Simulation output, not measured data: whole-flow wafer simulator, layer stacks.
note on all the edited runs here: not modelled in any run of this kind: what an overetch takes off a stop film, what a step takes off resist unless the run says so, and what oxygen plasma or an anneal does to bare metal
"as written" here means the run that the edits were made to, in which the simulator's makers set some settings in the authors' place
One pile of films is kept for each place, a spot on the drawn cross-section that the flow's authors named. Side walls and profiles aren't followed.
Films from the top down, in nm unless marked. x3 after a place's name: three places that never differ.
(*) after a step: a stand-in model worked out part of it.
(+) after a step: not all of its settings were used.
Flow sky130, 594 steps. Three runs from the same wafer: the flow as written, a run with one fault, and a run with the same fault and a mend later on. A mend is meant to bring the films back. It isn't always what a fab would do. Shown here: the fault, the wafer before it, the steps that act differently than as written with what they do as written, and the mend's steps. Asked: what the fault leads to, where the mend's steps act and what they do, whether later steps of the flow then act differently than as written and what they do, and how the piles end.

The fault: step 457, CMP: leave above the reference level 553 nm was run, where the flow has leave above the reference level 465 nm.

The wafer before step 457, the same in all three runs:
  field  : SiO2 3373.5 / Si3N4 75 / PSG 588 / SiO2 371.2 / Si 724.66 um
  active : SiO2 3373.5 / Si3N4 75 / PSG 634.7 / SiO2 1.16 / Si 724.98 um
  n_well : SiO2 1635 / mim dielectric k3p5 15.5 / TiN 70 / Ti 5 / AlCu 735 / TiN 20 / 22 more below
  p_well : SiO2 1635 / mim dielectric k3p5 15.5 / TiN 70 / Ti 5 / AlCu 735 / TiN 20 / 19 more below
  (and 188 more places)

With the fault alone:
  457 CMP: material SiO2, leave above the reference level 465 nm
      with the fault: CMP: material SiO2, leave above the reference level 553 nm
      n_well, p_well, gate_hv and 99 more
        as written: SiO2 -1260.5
        with the fault: SiO2 -1172.5
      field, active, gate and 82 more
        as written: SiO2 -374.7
        with the fault: SiO2 -286.7
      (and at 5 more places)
  Later steps of the flow that act differently than as written:
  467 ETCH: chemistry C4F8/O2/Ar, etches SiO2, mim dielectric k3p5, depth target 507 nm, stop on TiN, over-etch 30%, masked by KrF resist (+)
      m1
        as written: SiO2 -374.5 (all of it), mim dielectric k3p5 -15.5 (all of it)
        with the fault: SiO2 -462.5 (all of it), mim dielectric k3p5 -15.5 (all of it)
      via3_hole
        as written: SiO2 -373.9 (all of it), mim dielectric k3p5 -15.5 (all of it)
        with the fault: SiO2 -461.9 (all of it), mim dielectric k3p5 -15.5 (all of it)
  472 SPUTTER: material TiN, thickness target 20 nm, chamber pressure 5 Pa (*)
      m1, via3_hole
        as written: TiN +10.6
        with the fault: TiN +9.44
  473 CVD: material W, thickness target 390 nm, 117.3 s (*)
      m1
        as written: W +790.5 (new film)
        with the fault: W +879.6 (new film)
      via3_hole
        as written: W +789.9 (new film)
        with the fault: W +879 (new film)
  At the end the piles differ from the flow's by more than 2% or 0.5 nm, whichever is larger, at n_well, p_well, gate_hv and 120 more.
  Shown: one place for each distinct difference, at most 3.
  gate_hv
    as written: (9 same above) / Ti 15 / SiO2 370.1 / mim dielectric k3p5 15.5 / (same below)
    with the fault: (9 same above) / Ti 15 / SiO2 458.1 / mim dielectric k3p5 15.5 / (same below)
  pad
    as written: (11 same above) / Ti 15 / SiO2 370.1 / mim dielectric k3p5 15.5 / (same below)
    with the fault: (11 same above) / Ti 15 / SiO2 458.1 / mim dielectric k3p5 15.5 / (same below)
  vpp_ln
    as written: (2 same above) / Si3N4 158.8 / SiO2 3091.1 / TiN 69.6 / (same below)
    with the fault: (2 same above) / Si3N4 158.8 / SiO2 3179.1 / TiN 69.6 / (same below)

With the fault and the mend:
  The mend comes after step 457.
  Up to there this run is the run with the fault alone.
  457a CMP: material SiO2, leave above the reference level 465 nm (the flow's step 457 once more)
      field, active, n_well and 189 more
        SiO2 -88
  No later step of the flow acts differently than as written at any place that is followed.
  At the end the piles are the same as the flow's at every place that both follow.
